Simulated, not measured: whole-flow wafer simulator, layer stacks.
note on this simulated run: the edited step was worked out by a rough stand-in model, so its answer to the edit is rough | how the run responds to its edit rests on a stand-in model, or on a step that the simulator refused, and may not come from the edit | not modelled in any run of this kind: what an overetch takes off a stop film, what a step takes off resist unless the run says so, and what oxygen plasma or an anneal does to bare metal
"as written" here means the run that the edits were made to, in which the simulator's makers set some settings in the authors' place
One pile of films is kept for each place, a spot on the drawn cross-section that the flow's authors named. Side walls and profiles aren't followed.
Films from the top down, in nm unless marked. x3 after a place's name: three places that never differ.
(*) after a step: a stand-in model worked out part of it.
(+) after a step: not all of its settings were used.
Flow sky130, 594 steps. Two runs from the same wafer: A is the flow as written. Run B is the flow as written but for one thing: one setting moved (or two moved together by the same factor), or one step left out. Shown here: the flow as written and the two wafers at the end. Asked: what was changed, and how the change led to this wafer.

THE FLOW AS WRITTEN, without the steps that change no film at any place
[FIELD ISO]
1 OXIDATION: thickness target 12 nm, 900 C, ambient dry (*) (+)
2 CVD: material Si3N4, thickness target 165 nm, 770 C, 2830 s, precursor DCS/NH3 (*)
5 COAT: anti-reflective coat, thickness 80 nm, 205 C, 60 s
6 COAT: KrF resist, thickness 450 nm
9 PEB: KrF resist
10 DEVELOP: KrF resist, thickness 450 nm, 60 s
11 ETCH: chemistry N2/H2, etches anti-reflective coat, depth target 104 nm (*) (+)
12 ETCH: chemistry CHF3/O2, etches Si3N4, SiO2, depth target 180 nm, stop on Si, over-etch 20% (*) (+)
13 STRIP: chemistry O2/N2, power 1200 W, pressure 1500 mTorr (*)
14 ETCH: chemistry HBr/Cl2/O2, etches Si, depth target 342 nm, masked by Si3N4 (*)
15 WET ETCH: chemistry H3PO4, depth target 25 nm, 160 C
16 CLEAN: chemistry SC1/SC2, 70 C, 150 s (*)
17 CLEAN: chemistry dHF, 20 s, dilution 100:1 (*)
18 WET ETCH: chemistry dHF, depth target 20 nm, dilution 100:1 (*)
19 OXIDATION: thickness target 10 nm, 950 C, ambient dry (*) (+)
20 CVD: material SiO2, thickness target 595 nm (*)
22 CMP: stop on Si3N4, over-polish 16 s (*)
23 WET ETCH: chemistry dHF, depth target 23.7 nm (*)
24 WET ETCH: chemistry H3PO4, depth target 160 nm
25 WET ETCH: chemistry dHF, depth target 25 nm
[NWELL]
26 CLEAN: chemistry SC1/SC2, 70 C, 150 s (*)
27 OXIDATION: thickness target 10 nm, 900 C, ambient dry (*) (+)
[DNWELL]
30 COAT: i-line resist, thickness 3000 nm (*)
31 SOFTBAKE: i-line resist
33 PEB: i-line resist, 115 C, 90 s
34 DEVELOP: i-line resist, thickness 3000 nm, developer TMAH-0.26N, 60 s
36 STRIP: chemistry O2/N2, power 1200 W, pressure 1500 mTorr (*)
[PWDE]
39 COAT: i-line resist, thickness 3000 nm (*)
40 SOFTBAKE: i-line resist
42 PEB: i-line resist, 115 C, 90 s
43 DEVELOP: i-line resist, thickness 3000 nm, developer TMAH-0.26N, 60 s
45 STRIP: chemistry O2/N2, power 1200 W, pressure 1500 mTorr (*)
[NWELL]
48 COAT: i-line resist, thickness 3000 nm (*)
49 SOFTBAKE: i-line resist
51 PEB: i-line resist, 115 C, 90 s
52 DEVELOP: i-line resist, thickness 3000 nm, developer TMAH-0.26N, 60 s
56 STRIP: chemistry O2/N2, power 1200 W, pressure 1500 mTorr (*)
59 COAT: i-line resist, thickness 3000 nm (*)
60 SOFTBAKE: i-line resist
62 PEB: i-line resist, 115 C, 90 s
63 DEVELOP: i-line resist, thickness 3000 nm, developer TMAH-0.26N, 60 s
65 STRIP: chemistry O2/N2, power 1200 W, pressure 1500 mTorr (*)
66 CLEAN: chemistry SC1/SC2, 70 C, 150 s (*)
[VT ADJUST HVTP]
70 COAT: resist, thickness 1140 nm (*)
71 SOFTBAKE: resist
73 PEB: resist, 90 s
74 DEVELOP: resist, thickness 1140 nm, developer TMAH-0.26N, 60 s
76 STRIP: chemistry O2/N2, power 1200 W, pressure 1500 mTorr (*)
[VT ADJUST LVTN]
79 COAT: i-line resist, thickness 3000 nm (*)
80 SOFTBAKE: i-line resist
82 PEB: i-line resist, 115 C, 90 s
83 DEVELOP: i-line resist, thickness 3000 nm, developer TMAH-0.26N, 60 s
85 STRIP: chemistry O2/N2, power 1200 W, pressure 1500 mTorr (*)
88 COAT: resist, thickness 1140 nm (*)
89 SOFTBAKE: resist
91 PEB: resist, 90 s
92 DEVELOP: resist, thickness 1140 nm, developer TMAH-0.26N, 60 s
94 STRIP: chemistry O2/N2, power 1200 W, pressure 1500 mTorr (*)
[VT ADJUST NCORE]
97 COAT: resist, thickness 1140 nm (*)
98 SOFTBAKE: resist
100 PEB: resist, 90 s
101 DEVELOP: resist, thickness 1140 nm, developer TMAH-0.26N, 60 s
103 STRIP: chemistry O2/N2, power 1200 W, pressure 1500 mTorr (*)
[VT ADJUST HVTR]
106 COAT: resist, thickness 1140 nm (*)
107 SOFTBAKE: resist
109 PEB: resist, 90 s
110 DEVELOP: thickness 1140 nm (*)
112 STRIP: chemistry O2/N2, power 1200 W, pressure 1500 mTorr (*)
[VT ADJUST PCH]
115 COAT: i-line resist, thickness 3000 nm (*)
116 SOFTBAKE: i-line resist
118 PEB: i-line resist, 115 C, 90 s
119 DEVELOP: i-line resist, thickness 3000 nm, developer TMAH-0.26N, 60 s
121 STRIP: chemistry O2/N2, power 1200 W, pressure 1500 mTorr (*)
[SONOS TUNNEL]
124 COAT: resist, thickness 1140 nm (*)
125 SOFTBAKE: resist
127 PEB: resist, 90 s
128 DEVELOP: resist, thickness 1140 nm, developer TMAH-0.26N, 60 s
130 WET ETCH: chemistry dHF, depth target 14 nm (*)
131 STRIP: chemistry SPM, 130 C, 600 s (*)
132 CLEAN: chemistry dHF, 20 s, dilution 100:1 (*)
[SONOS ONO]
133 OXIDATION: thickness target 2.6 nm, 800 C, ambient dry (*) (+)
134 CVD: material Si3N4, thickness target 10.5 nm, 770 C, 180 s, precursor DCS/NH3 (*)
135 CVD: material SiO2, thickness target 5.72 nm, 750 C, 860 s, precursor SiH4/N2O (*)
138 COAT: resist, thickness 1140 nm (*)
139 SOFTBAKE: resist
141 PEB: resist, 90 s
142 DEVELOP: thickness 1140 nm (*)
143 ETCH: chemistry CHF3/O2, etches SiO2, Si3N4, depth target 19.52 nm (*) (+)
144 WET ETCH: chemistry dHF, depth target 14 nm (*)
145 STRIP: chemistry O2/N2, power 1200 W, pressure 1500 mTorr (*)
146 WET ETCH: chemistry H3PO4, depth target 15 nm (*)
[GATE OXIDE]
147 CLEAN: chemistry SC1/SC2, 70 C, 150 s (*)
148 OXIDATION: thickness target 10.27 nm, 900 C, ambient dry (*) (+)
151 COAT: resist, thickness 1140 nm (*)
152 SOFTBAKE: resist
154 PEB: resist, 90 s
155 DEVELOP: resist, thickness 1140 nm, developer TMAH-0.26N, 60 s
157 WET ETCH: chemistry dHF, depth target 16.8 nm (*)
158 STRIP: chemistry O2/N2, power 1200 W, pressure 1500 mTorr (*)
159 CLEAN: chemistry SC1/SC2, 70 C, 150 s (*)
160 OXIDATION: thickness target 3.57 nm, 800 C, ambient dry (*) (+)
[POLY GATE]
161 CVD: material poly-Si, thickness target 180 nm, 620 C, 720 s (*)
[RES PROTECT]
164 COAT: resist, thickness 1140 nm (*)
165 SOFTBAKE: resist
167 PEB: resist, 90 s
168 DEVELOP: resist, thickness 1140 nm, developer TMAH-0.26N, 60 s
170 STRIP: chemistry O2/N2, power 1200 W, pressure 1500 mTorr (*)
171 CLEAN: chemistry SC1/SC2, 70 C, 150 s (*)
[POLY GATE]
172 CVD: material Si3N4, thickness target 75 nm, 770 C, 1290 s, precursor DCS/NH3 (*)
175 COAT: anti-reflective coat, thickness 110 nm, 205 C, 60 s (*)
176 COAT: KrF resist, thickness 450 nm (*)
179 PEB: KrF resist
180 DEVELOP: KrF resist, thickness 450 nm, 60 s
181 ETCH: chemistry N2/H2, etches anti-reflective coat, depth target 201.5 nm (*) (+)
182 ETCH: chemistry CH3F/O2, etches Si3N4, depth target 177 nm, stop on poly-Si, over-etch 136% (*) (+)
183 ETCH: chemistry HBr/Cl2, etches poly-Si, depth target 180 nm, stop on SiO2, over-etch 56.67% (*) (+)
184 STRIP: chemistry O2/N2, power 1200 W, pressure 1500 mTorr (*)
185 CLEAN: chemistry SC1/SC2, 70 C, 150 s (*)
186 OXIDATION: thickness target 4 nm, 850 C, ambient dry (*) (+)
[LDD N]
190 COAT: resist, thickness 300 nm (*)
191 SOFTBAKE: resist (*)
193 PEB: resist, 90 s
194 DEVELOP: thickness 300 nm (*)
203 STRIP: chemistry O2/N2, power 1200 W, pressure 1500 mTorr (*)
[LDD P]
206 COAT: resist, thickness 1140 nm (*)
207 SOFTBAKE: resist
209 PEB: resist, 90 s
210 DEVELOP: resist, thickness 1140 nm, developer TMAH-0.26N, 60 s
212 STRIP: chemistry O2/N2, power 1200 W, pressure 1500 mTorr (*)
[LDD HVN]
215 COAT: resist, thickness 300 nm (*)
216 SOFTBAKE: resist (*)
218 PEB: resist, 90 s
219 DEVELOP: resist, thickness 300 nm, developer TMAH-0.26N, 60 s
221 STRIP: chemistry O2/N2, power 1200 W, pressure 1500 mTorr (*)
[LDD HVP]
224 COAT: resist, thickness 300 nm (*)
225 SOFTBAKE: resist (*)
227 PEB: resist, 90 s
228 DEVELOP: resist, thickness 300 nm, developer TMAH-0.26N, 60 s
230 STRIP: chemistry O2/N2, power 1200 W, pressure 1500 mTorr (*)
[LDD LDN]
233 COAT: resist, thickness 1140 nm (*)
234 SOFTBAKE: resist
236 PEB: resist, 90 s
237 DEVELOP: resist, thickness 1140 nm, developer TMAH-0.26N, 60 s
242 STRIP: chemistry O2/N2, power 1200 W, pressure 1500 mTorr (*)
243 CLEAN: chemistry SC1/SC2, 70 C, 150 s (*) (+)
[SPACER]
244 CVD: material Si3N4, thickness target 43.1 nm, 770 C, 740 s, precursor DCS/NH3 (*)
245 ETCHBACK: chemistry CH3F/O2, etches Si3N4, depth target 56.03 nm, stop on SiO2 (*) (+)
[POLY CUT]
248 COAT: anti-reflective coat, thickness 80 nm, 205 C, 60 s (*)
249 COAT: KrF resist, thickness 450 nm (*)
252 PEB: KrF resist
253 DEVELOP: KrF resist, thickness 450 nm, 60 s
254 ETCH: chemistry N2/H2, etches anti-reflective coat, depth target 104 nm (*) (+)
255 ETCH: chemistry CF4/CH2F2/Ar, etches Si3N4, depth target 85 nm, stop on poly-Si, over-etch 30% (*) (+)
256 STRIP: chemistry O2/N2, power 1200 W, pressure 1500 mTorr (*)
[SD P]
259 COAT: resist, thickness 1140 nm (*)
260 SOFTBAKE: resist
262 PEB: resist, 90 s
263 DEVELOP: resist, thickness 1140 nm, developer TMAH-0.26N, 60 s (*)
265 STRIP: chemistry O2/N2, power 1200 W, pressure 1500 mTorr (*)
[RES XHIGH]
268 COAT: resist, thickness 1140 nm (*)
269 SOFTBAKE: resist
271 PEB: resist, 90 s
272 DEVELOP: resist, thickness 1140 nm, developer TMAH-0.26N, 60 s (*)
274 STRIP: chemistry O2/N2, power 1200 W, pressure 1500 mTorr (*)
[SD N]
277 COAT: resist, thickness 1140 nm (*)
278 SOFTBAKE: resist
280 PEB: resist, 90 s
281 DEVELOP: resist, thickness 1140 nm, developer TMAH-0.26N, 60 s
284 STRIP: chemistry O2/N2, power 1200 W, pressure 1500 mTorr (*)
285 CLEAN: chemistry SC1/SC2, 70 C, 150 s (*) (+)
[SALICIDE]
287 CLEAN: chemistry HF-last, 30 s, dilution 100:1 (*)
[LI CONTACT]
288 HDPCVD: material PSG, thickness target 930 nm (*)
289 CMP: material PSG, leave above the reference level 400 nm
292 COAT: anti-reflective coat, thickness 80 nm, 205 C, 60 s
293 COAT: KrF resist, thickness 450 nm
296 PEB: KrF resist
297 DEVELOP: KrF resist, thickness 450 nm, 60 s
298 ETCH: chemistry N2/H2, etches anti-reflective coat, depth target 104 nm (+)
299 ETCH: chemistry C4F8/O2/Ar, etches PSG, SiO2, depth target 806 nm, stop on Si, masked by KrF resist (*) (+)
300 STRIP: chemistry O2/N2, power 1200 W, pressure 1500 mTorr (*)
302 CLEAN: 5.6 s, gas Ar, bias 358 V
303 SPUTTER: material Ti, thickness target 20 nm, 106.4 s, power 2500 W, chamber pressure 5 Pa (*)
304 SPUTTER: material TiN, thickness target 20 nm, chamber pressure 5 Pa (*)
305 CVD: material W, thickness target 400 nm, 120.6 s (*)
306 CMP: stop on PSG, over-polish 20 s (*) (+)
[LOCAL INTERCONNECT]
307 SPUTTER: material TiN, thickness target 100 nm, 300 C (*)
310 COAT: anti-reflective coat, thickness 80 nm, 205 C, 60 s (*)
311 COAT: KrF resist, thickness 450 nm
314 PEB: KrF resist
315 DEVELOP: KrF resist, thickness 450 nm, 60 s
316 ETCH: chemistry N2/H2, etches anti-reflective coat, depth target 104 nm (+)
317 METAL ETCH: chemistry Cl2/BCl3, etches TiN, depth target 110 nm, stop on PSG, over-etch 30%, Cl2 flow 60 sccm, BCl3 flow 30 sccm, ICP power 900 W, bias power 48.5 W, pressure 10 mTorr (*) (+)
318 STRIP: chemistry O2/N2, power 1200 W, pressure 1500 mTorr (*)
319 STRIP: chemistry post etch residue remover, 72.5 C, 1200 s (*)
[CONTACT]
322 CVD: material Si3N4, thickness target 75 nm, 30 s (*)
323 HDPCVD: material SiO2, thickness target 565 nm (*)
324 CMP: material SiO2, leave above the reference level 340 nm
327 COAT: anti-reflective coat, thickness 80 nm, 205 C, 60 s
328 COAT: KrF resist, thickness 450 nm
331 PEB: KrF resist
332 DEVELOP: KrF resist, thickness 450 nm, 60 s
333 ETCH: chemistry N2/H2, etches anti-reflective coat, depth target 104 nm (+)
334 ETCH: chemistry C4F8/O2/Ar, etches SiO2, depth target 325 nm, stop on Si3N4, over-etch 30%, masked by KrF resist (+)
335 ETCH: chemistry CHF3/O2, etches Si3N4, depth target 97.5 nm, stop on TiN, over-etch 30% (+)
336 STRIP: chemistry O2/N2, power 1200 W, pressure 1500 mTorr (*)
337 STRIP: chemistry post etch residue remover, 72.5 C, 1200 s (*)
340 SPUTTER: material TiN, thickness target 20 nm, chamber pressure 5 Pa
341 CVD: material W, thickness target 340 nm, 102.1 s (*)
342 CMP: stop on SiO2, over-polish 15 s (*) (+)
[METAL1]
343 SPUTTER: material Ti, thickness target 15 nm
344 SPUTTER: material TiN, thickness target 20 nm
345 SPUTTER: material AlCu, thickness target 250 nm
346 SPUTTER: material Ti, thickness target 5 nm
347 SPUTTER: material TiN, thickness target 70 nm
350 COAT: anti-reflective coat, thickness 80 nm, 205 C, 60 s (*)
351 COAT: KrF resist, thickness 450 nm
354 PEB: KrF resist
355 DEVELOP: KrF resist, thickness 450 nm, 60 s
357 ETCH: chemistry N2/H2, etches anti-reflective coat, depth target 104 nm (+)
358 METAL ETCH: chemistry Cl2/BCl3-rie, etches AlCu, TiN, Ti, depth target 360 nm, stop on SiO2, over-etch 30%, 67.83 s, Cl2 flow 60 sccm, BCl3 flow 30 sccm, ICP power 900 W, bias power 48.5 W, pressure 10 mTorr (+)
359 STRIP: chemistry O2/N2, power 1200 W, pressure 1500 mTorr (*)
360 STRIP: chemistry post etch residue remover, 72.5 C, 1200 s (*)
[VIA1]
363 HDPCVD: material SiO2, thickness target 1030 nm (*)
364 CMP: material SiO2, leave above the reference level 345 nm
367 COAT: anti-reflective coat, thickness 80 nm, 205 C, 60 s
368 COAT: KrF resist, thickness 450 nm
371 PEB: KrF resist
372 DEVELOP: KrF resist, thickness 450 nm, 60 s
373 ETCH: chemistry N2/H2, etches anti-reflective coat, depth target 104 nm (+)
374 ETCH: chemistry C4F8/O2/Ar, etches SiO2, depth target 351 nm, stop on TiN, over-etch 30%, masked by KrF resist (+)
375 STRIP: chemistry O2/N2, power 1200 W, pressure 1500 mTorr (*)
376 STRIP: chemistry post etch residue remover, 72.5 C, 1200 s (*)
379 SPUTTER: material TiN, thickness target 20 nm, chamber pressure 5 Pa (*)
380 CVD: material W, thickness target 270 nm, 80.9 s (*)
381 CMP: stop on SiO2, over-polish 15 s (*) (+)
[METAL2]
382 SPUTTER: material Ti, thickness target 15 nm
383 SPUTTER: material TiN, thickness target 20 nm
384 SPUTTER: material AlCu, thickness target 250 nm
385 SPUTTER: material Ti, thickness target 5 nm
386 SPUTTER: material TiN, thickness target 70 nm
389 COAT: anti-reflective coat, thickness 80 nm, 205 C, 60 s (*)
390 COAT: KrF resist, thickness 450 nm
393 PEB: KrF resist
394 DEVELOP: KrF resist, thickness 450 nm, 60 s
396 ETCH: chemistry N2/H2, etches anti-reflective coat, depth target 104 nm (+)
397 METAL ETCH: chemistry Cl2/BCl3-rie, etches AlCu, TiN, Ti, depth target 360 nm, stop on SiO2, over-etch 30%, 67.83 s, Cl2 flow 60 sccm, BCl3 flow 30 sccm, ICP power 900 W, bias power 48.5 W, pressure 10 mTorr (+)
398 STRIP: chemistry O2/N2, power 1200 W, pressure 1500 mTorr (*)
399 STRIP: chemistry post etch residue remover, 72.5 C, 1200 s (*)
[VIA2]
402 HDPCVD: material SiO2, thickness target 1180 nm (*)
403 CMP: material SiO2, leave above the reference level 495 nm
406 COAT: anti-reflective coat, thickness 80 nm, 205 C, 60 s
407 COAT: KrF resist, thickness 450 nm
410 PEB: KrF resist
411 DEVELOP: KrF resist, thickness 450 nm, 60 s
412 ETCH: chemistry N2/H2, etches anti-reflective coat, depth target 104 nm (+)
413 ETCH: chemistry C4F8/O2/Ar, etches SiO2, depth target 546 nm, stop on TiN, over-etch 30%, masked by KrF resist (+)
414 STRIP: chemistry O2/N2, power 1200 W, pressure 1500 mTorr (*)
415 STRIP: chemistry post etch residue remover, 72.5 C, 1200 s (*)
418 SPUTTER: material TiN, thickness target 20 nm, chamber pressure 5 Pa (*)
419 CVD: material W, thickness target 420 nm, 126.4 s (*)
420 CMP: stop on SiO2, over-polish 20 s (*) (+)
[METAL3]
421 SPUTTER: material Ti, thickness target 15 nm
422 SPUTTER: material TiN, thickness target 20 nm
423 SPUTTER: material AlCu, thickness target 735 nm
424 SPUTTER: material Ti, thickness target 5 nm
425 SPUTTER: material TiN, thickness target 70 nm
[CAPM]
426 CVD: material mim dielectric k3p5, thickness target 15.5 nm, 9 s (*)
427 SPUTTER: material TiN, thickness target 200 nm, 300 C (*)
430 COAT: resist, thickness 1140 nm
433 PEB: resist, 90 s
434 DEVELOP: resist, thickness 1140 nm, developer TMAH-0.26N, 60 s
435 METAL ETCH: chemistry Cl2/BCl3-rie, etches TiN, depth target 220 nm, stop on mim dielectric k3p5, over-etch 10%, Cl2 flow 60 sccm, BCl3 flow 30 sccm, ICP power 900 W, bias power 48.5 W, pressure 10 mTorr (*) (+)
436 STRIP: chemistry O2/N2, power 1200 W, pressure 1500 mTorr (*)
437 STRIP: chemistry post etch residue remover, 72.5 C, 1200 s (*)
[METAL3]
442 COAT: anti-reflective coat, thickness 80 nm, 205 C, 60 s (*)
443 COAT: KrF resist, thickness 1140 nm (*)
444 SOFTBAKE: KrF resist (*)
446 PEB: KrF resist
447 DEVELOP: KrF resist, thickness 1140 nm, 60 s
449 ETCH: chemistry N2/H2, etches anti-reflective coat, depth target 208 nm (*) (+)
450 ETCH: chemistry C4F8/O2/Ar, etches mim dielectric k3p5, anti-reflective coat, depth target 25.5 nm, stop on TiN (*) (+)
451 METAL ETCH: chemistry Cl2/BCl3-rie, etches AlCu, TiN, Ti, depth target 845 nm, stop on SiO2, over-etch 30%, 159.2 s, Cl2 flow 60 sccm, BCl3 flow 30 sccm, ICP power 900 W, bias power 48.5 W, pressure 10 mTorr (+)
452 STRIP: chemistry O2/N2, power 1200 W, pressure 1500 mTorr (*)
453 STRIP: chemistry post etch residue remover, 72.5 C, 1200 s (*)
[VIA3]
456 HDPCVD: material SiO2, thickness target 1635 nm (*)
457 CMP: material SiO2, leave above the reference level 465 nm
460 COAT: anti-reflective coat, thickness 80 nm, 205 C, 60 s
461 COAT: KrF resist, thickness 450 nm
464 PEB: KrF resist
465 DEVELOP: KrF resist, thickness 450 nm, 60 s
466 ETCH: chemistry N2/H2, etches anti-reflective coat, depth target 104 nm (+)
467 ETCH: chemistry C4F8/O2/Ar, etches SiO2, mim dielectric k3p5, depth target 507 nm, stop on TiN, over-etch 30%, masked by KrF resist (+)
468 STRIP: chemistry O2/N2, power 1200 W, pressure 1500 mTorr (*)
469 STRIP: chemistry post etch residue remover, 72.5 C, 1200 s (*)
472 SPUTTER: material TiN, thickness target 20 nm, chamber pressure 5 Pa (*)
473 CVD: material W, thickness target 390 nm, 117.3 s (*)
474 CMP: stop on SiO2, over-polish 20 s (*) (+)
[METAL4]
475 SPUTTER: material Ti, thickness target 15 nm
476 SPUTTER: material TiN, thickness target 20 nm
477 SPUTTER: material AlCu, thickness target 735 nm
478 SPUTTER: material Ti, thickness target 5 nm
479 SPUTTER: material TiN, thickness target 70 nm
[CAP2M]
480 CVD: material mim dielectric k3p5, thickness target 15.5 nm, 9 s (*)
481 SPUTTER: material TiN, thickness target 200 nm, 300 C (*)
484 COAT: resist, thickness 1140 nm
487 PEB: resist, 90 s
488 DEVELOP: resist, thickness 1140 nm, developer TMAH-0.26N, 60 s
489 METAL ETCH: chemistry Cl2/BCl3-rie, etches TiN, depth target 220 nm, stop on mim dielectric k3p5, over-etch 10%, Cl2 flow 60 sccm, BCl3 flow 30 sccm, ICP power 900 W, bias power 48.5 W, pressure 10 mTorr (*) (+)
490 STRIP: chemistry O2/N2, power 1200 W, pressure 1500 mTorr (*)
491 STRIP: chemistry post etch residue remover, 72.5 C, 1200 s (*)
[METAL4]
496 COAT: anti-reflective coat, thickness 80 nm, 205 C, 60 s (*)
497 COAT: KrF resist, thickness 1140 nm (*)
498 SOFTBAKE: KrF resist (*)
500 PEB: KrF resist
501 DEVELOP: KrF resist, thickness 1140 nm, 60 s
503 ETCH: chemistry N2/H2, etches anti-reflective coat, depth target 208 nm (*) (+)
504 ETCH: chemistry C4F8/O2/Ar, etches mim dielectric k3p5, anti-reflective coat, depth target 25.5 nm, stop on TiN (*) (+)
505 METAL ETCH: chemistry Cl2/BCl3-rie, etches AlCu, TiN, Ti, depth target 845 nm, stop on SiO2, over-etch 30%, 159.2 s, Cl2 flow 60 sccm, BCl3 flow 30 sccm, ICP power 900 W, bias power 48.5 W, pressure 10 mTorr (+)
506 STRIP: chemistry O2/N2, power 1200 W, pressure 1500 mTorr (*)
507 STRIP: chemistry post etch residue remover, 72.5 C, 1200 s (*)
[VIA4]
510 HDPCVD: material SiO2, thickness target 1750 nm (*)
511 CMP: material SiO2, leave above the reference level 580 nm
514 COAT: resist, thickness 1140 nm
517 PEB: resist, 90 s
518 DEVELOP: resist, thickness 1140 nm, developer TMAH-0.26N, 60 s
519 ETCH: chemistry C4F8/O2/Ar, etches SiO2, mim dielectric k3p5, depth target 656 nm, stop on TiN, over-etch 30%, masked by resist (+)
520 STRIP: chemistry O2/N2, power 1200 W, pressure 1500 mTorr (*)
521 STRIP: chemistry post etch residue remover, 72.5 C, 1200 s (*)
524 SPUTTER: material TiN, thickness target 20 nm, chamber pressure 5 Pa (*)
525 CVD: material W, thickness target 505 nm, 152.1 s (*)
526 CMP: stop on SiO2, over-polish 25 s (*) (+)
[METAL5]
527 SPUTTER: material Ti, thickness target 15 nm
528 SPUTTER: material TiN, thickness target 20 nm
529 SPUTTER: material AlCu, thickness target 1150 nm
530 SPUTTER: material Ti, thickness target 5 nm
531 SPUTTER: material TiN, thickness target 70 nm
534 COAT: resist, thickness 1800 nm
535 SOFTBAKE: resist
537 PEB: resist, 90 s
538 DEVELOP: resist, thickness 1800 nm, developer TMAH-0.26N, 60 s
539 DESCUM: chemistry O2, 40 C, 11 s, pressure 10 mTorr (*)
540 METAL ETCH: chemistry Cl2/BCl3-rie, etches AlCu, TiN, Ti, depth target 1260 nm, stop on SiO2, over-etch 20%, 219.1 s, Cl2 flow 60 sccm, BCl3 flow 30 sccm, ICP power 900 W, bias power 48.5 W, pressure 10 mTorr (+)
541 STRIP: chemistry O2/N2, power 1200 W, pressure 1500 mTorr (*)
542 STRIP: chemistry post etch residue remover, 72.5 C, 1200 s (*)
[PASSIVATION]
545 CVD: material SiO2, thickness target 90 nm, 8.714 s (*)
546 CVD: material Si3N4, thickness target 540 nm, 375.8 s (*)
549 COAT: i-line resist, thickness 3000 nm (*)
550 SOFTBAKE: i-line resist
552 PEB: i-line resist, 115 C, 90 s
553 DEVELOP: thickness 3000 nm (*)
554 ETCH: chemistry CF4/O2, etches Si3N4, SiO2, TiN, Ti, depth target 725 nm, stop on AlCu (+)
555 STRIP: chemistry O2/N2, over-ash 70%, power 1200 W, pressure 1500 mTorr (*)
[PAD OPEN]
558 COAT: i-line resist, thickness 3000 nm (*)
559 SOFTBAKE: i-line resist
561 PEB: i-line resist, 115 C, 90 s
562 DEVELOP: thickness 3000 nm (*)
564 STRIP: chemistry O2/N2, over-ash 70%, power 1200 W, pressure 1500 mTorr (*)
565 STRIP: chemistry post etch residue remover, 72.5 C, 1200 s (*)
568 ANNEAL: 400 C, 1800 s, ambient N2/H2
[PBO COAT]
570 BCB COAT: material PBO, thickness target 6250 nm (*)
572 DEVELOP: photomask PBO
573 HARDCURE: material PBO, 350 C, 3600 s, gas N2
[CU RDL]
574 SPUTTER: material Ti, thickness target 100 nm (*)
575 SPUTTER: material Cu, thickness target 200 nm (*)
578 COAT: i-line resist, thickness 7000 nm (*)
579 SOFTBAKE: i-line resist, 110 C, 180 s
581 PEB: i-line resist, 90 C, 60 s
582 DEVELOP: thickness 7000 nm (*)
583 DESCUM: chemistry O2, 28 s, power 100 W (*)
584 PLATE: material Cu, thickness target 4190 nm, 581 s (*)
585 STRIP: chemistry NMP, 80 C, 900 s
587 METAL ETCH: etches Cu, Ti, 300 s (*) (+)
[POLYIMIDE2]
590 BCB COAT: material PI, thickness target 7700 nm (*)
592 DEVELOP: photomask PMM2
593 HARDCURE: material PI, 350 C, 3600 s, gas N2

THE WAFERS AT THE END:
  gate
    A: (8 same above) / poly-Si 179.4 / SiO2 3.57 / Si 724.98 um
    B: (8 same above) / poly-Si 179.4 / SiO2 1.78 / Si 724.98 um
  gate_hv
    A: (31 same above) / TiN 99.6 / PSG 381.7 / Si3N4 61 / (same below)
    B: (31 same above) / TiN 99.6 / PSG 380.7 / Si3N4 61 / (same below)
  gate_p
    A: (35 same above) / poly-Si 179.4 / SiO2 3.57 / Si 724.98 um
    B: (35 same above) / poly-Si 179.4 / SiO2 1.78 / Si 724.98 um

The cause: step 160, OXIDATION: thickness target 1.78 nm was run, where the flow has thickness target 3.57 nm.
It can be read off the wafer: gate has SiO2 1.78, and step 160 as written asks for 3.57 nm.

How the change led to this, step by step:
  160 OXIDATION: thickness target 3.57 nm, 800 C, ambient dry (*) (+)
      active, n_well, p_well and 58 more: A SiO2 +3.57 (new film), chemical SiO2 -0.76 (all of it), Si -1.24 | B SiO2 +1.78 (new film), chemical SiO2 -0.76 (all of it), Si -0.45
  175 COAT: anti-reflective coat, thickness 110 nm, 205 C, 60 s (*)
      rpm_encl, rpm_encl_psd: A anti-reflective coat +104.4 (new film) | B anti-reflective coat +108.4 (new film)
  181 ETCH: chemistry N2/H2, etches anti-reflective coat, depth target 201.5 nm (*) (+)
      rpm_encl, rpm_encl_psd: A anti-reflective coat -104.4 (all of it), Si3N4 -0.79 | B anti-reflective coat -108.4 (all of it), Si3N4 -0.73
  186 OXIDATION: thickness target 4 nm, 850 C, ambient dry (*) (+)
      active, p_well, spacer and 26 more: A SiO2 +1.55, Si -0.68 | B SiO2 +3.12, Si -1.37
      ndiff_dn: A SiO2 +1.52, Si -0.67 | B SiO2 +2.89, Si -1.27
  248 COAT: anti-reflective coat, thickness 80 nm, 205 C, 60 s (*)
      gate_p_hv: A anti-reflective coat +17 (new film) | B anti-reflective coat +16.3 (new film)
      gate_hv_sd: A anti-reflective coat +14.6 (new film) | B anti-reflective coat +14 (new film)
      (and at 1 more place)
  256 STRIP: chemistry O2/N2, power 1200 W, pressure 1500 mTorr (*)
      gate_p_hv: A KrF resist -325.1 (all of it), anti-reflective coat -17 (all of it) | B KrF resist -325.6 (all of it), anti-reflective coat -16.3 (all of it)
      gate_hv_sd: A KrF resist -293.2 (all of it), anti-reflective coat -14.6 (all of it) | B KrF resist -293.7 (all of it), anti-reflective coat -14 (all of it)
      (and at 1 more place)
  306 CMP: stop on PSG, over-polish 20 s (*) (+)
      poly_licon: A W -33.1 | B W -34.1
